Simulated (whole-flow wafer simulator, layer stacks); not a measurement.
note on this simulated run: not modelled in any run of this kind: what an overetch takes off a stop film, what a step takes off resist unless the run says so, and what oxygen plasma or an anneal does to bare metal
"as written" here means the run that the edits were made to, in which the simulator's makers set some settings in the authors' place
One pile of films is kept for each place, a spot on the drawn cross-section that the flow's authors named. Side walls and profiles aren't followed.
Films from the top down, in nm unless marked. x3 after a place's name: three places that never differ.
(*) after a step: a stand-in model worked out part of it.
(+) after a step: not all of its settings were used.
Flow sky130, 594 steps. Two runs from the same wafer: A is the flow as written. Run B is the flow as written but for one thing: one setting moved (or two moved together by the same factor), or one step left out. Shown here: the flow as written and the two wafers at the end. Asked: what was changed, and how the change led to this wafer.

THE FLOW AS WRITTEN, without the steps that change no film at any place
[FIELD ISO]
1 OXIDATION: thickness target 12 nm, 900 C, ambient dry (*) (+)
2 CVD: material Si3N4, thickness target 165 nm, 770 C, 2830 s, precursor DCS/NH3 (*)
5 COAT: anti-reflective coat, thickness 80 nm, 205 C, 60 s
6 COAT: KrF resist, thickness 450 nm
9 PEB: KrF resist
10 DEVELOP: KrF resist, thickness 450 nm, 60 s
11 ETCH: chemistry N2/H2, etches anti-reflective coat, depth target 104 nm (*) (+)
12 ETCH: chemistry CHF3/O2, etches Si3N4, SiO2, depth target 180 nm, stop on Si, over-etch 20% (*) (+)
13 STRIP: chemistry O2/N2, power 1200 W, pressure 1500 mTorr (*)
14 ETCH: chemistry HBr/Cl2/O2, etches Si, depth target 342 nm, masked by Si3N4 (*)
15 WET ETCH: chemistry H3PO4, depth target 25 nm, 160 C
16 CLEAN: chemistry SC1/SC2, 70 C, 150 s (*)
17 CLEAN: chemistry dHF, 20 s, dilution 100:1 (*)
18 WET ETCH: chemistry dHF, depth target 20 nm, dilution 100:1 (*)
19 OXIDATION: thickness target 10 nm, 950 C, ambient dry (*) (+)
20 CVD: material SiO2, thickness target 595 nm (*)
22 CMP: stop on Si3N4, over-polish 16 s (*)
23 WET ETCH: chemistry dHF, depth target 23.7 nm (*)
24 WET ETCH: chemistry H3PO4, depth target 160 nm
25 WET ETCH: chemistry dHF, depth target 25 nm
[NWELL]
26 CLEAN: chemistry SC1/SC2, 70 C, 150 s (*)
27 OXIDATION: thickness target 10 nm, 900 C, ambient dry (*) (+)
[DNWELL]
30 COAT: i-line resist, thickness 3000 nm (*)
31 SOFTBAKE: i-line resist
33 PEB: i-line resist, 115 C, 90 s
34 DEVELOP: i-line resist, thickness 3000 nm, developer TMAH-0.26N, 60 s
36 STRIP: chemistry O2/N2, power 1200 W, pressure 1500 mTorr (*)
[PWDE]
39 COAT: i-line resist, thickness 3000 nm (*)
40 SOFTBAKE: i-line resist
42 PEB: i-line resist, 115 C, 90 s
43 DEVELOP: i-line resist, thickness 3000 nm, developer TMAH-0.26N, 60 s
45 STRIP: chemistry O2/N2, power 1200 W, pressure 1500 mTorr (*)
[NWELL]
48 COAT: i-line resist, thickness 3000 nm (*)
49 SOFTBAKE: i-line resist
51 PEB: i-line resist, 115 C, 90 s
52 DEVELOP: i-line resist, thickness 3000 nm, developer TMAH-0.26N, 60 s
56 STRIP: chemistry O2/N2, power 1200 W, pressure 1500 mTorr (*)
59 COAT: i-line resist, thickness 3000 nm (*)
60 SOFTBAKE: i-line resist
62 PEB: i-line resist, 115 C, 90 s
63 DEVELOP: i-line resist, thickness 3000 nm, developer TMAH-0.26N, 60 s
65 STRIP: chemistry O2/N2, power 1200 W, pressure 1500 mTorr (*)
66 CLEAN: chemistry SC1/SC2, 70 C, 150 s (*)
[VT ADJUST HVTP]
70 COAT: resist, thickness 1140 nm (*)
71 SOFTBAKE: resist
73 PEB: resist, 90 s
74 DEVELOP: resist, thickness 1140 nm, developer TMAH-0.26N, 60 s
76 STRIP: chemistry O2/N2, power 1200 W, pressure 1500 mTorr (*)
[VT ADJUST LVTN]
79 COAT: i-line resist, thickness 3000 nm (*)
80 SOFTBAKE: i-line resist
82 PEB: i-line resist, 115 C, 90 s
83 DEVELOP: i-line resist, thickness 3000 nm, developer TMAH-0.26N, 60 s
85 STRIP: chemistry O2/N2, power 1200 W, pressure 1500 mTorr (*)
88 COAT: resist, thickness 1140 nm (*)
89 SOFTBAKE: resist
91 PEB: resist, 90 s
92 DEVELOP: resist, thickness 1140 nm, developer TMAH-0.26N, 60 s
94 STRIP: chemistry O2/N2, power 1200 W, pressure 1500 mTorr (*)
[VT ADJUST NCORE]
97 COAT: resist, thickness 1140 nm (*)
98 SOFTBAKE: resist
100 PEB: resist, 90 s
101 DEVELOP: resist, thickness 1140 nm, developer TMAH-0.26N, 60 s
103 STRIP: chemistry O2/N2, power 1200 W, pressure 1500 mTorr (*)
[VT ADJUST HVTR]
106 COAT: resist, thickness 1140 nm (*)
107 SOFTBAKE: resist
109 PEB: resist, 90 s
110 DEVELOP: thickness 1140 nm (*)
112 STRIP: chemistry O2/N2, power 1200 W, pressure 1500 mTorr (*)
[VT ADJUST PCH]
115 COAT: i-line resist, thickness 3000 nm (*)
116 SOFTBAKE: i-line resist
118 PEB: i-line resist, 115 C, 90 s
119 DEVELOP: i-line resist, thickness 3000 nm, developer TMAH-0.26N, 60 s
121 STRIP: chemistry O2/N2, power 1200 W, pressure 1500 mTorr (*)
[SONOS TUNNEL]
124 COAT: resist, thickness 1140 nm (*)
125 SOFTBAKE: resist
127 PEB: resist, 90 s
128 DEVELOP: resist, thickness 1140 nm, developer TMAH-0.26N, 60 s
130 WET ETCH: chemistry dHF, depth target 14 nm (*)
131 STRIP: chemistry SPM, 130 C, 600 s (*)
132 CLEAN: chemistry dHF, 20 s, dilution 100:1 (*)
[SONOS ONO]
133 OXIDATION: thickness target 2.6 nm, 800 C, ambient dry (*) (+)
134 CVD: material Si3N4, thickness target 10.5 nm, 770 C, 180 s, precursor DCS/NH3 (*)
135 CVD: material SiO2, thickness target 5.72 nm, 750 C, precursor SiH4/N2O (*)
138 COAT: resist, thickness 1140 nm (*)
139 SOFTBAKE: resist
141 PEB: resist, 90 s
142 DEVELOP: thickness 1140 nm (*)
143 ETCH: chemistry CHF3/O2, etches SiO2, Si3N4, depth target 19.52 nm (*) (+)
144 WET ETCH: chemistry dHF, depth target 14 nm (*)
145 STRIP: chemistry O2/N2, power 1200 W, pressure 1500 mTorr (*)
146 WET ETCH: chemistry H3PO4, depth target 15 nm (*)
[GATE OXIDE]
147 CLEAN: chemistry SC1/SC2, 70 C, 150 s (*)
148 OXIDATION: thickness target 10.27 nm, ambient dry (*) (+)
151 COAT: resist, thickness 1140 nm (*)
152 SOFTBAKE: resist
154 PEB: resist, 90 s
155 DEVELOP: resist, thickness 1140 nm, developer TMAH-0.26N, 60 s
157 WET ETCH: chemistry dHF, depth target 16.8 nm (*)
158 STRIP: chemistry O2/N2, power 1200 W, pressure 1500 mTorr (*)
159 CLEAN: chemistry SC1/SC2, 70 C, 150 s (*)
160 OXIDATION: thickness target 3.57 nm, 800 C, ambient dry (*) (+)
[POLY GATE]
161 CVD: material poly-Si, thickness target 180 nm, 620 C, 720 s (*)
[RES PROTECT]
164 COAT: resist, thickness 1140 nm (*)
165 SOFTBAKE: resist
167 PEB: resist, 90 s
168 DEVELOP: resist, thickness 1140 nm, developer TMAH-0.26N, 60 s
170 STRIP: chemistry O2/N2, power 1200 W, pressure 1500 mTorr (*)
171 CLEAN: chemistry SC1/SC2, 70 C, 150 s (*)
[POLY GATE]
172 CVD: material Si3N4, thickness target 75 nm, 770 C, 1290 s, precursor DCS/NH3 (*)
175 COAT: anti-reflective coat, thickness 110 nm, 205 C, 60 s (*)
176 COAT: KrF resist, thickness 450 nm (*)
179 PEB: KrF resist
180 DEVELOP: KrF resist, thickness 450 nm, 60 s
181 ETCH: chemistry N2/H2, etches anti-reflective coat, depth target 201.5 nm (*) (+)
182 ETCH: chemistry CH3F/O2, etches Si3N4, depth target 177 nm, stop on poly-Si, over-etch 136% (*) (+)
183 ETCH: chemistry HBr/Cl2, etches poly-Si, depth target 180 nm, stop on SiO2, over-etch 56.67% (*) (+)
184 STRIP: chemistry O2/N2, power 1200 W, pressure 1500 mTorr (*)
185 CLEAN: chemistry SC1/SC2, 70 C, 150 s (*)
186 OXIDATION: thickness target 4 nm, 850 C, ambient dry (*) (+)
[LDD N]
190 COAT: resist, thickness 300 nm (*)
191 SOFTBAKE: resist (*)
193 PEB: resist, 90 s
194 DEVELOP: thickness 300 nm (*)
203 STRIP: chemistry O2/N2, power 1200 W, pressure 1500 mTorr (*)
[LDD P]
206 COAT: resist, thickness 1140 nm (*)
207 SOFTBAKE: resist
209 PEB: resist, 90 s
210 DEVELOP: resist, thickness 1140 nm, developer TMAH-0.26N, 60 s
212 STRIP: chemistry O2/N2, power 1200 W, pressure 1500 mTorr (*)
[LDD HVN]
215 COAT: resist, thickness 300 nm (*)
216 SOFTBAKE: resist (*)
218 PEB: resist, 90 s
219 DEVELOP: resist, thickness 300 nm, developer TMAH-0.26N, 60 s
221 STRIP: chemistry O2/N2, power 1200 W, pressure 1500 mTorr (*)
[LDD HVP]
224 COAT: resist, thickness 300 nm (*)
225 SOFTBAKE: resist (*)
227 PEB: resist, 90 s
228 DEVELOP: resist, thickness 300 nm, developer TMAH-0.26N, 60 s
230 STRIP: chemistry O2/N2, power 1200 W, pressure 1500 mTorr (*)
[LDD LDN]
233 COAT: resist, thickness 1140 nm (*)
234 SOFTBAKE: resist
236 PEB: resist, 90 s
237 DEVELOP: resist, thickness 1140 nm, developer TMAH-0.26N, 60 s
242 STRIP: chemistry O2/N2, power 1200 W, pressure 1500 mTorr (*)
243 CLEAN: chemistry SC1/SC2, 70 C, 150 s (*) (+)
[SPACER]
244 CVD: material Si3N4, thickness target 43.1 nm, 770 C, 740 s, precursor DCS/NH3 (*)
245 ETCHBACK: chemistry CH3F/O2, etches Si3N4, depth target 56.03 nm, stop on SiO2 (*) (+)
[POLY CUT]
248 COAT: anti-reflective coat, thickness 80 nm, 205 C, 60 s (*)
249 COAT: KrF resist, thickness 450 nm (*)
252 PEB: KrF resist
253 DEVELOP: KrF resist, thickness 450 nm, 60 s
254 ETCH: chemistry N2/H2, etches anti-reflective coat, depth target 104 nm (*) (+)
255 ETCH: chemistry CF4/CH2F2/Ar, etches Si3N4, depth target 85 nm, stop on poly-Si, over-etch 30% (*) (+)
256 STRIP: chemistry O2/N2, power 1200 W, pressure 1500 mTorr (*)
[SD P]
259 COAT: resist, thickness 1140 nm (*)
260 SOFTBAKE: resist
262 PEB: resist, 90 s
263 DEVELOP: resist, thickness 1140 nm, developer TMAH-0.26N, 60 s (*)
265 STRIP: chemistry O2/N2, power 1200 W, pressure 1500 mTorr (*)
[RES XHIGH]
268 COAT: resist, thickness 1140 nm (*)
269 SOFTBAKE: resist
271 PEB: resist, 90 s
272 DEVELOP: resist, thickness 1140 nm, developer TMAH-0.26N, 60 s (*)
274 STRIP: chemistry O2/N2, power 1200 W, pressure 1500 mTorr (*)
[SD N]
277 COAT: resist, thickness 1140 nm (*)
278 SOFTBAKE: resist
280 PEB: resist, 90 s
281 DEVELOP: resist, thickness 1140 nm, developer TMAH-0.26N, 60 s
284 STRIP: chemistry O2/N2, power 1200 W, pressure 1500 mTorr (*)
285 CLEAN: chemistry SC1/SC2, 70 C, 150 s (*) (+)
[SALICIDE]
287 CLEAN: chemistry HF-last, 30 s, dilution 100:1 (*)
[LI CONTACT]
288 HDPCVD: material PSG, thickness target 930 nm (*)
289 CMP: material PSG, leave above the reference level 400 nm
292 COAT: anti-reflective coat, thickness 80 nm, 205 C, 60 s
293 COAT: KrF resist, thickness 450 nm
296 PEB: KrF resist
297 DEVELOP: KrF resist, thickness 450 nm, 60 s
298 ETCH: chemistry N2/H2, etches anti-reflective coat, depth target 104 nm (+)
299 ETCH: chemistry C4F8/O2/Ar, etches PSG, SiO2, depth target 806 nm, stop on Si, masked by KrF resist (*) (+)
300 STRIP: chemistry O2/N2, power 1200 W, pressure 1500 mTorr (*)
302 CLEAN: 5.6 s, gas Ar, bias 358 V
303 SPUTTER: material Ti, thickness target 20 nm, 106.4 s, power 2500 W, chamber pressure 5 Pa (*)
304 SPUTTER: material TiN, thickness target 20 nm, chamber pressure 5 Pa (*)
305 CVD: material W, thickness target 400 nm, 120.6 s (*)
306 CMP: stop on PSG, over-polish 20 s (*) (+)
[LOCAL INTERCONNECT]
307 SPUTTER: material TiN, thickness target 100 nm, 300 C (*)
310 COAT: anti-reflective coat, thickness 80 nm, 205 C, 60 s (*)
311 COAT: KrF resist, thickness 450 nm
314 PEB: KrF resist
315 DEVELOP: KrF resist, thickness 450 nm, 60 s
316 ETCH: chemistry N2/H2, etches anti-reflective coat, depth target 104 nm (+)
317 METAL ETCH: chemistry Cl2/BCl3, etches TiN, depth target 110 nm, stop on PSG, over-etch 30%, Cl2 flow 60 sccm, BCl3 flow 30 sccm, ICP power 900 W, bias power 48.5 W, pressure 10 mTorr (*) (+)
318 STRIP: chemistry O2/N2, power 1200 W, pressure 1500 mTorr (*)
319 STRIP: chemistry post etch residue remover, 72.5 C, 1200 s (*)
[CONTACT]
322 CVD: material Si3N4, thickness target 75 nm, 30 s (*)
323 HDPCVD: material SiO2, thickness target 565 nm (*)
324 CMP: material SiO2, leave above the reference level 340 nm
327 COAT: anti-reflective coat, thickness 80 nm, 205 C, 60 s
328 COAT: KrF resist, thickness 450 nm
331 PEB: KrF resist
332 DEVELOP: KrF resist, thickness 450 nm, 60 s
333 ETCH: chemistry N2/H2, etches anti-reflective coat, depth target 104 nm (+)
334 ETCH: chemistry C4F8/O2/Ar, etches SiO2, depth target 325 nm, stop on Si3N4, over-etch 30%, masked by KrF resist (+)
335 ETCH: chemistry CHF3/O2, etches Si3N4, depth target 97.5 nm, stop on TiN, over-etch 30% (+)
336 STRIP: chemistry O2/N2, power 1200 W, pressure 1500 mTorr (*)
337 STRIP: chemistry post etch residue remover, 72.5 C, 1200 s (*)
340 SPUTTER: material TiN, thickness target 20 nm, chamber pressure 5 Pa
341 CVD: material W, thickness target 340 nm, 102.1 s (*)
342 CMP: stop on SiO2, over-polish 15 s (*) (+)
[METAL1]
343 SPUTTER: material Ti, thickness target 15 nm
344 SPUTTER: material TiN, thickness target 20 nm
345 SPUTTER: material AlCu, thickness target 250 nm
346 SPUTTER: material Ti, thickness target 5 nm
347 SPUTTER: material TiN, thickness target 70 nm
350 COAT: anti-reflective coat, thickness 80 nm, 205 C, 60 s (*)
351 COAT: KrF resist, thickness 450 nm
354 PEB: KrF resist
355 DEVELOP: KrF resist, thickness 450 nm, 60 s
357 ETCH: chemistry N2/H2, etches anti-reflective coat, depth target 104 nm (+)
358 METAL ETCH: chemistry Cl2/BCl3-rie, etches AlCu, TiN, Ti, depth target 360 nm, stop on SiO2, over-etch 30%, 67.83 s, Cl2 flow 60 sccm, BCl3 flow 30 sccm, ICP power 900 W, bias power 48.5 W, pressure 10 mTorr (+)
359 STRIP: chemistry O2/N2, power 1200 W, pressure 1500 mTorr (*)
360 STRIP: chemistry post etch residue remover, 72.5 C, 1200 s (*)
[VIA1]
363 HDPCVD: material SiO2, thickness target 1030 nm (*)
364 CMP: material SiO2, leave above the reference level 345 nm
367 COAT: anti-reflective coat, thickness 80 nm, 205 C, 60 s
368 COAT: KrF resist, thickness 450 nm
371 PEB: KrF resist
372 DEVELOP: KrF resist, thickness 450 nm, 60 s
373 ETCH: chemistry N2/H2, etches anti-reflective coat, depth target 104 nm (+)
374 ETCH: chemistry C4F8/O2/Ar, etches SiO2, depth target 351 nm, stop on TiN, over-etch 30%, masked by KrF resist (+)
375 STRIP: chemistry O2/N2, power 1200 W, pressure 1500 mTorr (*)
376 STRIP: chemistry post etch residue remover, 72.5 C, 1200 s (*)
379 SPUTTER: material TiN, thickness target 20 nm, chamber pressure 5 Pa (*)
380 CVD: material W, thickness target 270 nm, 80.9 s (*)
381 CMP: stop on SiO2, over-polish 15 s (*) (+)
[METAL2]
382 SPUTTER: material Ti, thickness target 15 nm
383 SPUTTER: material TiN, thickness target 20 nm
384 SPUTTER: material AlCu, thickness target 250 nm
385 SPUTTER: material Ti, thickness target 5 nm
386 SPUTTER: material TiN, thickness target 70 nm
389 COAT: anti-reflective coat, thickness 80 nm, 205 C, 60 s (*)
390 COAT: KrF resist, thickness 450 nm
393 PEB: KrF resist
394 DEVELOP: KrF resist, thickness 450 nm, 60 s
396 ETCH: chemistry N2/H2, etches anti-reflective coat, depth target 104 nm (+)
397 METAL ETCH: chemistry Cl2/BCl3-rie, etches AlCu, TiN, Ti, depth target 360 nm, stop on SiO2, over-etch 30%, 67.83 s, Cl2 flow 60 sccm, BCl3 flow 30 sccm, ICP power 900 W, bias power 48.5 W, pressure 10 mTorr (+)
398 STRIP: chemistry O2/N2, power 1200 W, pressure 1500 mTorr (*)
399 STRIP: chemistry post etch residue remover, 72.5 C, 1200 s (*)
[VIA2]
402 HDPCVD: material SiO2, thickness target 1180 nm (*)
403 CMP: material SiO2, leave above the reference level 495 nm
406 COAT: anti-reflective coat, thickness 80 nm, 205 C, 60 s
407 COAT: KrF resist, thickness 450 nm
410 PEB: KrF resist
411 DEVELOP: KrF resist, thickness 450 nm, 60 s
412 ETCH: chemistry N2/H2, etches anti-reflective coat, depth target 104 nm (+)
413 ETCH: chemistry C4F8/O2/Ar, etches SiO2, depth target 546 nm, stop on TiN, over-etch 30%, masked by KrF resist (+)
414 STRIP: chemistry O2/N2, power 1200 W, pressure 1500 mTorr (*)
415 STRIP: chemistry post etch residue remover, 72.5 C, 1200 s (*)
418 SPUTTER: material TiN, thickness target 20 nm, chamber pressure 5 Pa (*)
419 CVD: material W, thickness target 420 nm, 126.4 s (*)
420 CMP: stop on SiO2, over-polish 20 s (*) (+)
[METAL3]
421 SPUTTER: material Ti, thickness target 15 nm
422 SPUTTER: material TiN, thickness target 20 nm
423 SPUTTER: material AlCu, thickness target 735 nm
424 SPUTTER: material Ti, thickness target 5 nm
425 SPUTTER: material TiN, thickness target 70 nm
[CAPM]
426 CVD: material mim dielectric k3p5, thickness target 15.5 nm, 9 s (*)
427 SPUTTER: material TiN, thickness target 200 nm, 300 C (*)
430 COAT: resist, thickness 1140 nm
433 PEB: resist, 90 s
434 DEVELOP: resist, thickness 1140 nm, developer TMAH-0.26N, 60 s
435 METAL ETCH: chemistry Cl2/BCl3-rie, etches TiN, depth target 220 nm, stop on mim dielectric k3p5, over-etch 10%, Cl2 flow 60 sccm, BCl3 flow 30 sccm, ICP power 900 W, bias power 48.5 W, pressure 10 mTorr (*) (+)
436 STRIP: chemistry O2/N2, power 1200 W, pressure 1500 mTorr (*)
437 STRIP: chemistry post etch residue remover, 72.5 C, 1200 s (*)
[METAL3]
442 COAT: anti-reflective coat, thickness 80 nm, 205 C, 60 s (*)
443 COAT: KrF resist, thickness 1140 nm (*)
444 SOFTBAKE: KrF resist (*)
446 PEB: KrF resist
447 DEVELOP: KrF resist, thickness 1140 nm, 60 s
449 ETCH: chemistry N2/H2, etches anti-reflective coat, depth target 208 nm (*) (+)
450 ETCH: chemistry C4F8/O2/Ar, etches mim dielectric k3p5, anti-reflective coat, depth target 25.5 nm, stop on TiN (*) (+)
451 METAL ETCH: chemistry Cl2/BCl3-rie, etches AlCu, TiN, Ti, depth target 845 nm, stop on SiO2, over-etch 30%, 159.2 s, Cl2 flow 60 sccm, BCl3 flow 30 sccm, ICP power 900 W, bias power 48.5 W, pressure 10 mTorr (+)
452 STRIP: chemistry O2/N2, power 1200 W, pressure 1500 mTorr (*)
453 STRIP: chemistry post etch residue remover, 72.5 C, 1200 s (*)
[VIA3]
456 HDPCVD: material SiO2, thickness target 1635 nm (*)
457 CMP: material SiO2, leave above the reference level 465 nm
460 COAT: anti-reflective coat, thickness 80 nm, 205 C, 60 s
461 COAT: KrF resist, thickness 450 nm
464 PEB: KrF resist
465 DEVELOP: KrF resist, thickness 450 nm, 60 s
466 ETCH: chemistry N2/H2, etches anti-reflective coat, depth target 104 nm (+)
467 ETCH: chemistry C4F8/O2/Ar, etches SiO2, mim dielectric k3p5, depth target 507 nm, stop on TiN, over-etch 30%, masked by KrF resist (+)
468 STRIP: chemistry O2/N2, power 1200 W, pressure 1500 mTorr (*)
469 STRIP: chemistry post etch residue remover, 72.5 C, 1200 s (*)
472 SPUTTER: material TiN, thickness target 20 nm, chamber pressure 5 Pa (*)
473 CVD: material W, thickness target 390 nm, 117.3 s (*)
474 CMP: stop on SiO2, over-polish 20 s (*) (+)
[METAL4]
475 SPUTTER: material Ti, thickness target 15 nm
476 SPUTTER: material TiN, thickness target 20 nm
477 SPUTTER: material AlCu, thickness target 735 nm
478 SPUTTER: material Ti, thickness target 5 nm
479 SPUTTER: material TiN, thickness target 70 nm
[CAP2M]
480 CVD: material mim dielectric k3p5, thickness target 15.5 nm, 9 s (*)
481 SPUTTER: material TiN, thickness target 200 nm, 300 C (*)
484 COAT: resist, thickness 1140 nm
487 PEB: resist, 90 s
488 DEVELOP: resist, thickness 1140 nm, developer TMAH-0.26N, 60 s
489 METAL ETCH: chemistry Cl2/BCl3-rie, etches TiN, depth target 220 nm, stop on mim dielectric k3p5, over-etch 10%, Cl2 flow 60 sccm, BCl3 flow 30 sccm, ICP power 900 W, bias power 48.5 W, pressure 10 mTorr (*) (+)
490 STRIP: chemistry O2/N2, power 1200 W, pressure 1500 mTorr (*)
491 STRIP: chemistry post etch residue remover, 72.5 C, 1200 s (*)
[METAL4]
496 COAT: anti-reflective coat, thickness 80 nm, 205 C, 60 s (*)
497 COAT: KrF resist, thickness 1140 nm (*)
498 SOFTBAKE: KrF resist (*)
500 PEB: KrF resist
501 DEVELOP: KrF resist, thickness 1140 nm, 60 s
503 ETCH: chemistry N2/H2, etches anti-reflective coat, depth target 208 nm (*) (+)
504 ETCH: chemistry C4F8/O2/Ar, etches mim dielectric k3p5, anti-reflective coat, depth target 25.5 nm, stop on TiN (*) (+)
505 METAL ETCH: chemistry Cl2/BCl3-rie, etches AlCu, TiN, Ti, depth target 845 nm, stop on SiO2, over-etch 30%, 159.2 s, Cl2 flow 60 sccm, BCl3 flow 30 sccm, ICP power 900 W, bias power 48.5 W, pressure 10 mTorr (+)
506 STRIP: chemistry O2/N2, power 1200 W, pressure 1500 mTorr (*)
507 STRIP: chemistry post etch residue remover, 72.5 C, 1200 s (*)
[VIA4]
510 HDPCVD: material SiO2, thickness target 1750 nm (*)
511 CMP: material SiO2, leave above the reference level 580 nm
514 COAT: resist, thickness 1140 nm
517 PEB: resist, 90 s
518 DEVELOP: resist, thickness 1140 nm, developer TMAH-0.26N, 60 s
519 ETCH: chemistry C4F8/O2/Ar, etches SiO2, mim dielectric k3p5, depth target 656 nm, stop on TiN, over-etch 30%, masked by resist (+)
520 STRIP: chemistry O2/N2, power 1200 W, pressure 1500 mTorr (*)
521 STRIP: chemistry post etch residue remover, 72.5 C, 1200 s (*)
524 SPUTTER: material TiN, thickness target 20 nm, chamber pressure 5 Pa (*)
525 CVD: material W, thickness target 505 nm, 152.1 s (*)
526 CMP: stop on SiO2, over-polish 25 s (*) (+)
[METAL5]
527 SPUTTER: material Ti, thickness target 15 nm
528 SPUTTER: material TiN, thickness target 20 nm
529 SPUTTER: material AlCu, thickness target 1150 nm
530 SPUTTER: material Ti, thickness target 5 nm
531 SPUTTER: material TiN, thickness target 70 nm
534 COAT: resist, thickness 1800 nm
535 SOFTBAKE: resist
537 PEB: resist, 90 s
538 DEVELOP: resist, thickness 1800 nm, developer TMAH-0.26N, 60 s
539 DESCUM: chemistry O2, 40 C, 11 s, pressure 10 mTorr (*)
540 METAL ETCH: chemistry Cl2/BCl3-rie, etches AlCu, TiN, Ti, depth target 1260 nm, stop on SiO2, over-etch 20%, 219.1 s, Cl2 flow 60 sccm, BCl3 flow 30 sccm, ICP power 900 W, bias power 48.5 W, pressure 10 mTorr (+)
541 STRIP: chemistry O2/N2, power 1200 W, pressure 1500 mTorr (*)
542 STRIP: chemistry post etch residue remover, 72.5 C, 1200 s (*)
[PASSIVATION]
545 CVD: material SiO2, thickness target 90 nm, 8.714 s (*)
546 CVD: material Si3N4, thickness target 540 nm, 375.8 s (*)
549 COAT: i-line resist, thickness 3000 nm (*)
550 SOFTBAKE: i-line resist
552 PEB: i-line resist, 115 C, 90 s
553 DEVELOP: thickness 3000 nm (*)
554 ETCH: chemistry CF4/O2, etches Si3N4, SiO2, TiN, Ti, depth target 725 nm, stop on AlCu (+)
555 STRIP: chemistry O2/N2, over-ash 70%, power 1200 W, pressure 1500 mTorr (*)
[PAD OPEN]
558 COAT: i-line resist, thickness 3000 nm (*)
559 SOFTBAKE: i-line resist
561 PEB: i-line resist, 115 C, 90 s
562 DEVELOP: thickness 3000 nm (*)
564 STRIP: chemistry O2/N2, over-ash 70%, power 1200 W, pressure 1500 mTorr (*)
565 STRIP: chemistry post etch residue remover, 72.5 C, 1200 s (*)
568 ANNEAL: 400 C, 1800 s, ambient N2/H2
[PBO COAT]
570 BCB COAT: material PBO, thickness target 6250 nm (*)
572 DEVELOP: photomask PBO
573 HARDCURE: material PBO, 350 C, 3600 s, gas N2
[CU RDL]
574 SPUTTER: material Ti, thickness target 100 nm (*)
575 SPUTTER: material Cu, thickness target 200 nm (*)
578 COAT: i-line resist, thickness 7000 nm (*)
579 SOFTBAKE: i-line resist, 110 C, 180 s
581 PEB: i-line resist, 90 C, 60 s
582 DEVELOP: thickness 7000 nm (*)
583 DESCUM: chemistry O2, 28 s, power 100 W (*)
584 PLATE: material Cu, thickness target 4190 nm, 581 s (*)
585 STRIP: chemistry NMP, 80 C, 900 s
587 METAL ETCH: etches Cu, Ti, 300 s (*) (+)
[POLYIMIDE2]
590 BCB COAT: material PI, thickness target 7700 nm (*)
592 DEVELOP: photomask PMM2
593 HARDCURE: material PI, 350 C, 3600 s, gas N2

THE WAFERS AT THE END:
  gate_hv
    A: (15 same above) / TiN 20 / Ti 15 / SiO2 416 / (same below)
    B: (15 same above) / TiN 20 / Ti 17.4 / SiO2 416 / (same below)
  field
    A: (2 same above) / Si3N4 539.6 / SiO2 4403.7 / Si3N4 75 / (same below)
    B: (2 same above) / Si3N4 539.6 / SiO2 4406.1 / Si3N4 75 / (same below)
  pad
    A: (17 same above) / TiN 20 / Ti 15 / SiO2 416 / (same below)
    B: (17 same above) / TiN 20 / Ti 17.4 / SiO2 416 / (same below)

The cause: step 421, SPUTTER: thickness target 17.4 nm was run, where the flow has thickness target 15 nm.
It can be read off the wafer: gate_hv has Ti 17.4, and step 421 as written asks for 15 nm.

How the change led to this, step by step:
  421 SPUTTER: material Ti, thickness target 15 nm
      field, active, n_well and 188 more: A Ti +15 (new film) | B Ti +17.4 (new film)
  451 METAL ETCH: chemistry Cl2/BCl3-rie, etches AlCu, TiN, Ti, depth target 845 nm, stop on SiO2, over-etch 30%, 159.2 s, Cl2 flow 60 sccm, BCl3 flow 30 sccm, ICP power 900 W, bias power 48.5 W, pressure 10 mTorr (+)
      field, active, gate and 69 more: A TiN -70 (all of it), Ti -5 (all of it), AlCu -735 (all of it), TiN -20 (all of it), Ti -15 (all of it), SiO2 -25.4 | B TiN -70 (all of it), Ti -5 (all of it), AlCu -735 (all of it), TiN -20 (all of it), Ti -17.4 (all of it), SiO2 -25.1
      vpp_ln, vpp_iso2, ndiff_ln and 10 more: A TiN -70 (all of it), Ti -5 (all of it), AlCu -735 (all of it), TiN -20 (all of it), Ti -15 (all of it), SiO2 -25.3 | B TiN -70 (all of it), Ti -5 (all of it), AlCu -735 (all of it), TiN -20 (all of it), Ti -17.4 (all of it), SiO2 -25.1
